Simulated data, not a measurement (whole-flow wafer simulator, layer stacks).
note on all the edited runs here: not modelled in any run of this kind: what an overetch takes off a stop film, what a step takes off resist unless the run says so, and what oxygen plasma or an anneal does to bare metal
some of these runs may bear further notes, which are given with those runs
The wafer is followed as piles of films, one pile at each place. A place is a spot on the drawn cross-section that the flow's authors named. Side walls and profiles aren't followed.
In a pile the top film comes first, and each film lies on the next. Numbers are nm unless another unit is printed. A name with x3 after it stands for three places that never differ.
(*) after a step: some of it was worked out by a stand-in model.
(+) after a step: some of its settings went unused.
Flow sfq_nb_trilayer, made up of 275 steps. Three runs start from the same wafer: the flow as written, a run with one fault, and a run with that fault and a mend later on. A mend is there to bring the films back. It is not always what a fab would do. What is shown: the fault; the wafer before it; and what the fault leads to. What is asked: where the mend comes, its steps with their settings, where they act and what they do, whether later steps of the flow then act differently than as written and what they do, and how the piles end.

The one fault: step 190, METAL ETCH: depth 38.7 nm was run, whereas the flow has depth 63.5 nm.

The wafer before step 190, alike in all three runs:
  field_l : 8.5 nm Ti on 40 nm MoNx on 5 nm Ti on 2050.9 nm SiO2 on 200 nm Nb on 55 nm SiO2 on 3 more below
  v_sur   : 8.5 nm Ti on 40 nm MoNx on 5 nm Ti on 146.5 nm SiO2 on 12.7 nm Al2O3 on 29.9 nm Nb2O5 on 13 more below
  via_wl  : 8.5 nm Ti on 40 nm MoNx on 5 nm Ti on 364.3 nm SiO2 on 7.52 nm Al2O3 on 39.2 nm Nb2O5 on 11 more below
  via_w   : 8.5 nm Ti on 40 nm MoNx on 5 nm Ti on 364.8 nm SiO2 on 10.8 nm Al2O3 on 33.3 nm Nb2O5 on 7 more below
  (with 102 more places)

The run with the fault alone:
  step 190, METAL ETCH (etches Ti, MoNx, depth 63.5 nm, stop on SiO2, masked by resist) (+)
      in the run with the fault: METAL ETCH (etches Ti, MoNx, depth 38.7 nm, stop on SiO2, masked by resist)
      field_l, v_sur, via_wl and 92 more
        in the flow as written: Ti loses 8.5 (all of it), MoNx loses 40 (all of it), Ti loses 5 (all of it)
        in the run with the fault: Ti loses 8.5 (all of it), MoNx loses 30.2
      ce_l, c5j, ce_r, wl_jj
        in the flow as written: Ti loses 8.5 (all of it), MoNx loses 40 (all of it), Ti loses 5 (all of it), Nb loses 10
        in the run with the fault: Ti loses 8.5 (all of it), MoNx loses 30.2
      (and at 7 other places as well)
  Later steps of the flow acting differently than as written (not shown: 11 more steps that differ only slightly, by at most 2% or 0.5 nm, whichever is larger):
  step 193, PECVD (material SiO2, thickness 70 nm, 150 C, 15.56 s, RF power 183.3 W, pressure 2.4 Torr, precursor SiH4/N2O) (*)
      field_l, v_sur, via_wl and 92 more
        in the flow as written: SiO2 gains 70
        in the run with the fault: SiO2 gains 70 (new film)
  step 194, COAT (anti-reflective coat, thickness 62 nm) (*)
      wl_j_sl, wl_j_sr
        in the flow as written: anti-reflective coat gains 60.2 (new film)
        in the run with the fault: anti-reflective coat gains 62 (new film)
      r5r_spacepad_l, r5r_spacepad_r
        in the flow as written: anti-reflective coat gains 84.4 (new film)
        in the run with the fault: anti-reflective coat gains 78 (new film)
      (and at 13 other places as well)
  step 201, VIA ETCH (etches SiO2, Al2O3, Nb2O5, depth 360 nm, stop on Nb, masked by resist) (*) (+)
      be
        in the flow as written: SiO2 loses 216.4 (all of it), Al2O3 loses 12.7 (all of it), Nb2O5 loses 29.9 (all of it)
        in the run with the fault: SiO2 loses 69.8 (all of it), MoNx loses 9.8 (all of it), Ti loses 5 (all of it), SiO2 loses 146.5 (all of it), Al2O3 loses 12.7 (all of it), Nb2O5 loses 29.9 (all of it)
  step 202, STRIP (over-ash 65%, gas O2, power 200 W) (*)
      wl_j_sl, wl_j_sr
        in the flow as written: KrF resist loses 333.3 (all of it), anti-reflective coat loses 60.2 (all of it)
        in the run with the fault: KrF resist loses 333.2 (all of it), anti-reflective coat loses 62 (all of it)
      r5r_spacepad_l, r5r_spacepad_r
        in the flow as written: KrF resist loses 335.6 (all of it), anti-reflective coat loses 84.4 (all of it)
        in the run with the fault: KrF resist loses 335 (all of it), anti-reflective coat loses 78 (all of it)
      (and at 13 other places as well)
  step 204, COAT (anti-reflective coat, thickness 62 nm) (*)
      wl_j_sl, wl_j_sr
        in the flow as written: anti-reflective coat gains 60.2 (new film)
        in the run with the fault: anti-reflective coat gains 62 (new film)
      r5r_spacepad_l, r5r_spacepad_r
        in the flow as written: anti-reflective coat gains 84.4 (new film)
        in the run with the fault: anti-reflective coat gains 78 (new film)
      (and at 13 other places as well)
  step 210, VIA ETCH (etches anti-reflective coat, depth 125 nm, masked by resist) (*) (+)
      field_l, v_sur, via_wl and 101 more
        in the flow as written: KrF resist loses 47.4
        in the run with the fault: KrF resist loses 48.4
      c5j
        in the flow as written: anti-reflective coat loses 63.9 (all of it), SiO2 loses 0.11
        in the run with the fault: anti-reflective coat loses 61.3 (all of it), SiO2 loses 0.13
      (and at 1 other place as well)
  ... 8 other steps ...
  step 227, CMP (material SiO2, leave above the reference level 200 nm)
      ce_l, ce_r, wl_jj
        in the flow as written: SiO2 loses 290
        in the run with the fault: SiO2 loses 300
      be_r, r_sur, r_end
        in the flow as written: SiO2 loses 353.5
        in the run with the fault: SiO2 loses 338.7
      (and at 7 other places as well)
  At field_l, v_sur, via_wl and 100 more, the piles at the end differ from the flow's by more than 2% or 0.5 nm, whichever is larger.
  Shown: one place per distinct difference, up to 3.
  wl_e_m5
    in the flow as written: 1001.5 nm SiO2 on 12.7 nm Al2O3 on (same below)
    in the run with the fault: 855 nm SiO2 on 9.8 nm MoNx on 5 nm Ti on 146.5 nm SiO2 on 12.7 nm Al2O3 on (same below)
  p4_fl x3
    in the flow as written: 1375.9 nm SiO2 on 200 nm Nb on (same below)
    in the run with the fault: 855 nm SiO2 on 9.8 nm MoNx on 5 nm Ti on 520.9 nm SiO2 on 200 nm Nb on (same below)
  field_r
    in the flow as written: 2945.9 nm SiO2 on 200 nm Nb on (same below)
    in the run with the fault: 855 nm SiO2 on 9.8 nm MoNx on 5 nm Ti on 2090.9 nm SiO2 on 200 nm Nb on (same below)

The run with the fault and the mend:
  After step 190 comes the mend.
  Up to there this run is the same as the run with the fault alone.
  step 190a, METAL ETCH (etches Ti, MoNx, depth 24.8 nm, stop on SiO2, masked by resist) (+) (the flow's step 190, run once more with other settings)
      field_l, v_sur, via_wl and 92 more
        MoNx loses 9.8 (all of it), Ti loses 5 (all of it)
      be_r, r_sur, res, r_end, r5r_line_l, r5r_line_c, r5r_line_r
        KrF resist loses 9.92
      ce_l, c5j, ce_r, wl_jj
        MoNx loses 9.8 (all of it), Ti loses 5 (all of it), Nb loses 10
  Later steps of the flow that are run all act as written at every place that is followed.
  At every place that both follow, the piles at the end match the flow's.
